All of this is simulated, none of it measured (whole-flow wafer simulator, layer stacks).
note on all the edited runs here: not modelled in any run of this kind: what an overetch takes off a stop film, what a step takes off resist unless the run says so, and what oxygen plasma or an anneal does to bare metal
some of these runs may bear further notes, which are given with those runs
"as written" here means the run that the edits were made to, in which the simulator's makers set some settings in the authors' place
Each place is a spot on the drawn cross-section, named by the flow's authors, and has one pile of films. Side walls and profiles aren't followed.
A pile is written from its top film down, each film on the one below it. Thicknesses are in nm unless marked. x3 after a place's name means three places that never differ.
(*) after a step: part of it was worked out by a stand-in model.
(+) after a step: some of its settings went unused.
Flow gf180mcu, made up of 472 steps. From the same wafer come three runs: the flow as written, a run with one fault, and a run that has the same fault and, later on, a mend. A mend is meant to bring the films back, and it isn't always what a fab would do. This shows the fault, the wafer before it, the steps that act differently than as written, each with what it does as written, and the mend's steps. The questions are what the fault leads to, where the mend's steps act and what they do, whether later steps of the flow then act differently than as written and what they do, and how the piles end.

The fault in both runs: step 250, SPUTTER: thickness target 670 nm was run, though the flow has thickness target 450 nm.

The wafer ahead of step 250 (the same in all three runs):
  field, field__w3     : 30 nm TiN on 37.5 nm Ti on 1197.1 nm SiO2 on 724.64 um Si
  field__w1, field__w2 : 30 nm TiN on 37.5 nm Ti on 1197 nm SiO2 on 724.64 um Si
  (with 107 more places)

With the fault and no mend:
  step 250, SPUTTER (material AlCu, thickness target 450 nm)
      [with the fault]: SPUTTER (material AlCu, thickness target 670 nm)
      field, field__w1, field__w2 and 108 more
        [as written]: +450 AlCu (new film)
        [with the fault]: +670 AlCu (new film)
  Later steps of the flow acting differently than as written:
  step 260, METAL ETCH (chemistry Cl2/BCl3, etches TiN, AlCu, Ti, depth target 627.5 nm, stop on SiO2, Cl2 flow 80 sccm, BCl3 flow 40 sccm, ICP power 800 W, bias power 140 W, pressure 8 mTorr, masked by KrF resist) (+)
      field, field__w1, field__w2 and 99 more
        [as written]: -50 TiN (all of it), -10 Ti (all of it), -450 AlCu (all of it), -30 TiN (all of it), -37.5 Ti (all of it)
        [with the fault]: -50 TiN (all of it), -10 Ti (all of it), -567.5 AlCu
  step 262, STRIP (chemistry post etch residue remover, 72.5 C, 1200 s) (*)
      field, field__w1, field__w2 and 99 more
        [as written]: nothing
        [with the fault]: -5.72 AlCu
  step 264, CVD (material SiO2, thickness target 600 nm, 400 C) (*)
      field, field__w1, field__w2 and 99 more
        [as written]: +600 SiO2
        [with the fault]: +600 SiO2 (new film)
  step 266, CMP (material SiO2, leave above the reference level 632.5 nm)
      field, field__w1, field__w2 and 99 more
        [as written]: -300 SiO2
        [with the fault]: -244.3 SiO2
  By the end, the piles at field, field__w1, field__w2 and 109 more depart from the flow's by more than 2% or 0.5 nm, whichever is larger.
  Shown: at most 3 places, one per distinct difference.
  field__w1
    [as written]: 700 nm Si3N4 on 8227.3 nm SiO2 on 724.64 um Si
    [with the fault]: 700 nm Si3N4 on 7086 nm SiO2 on 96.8 nm AlCu on 30 nm TiN on 37.5 nm Ti on 1197 nm SiO2 on 724.64 um Si
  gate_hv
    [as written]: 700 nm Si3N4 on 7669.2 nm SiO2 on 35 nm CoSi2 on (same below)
    [with the fault]: 700 nm Si3N4 on 7086 nm SiO2 on 96.8 nm AlCu on 30 nm TiN on 37.5 nm Ti on 638.9 nm SiO2 on 35 nm CoSi2 on (same below)
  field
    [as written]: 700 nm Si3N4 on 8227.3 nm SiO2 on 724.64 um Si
    [with the fault]: 700 nm Si3N4 on 7086 nm SiO2 on 96.8 nm AlCu on 30 nm TiN on 37.5 nm Ti on 1197.1 nm SiO2 on 724.64 um Si

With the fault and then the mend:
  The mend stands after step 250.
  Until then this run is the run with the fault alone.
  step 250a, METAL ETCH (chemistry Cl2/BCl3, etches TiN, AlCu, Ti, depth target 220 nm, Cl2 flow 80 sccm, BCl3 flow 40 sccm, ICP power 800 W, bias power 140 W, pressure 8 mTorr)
      field, field__w1, field__w2 and 108 more
        -220 AlCu
  None of the later steps of the flow acts differently than as written at any place that is followed.
  By the end, the piles equal the flow's at every place that both follow.
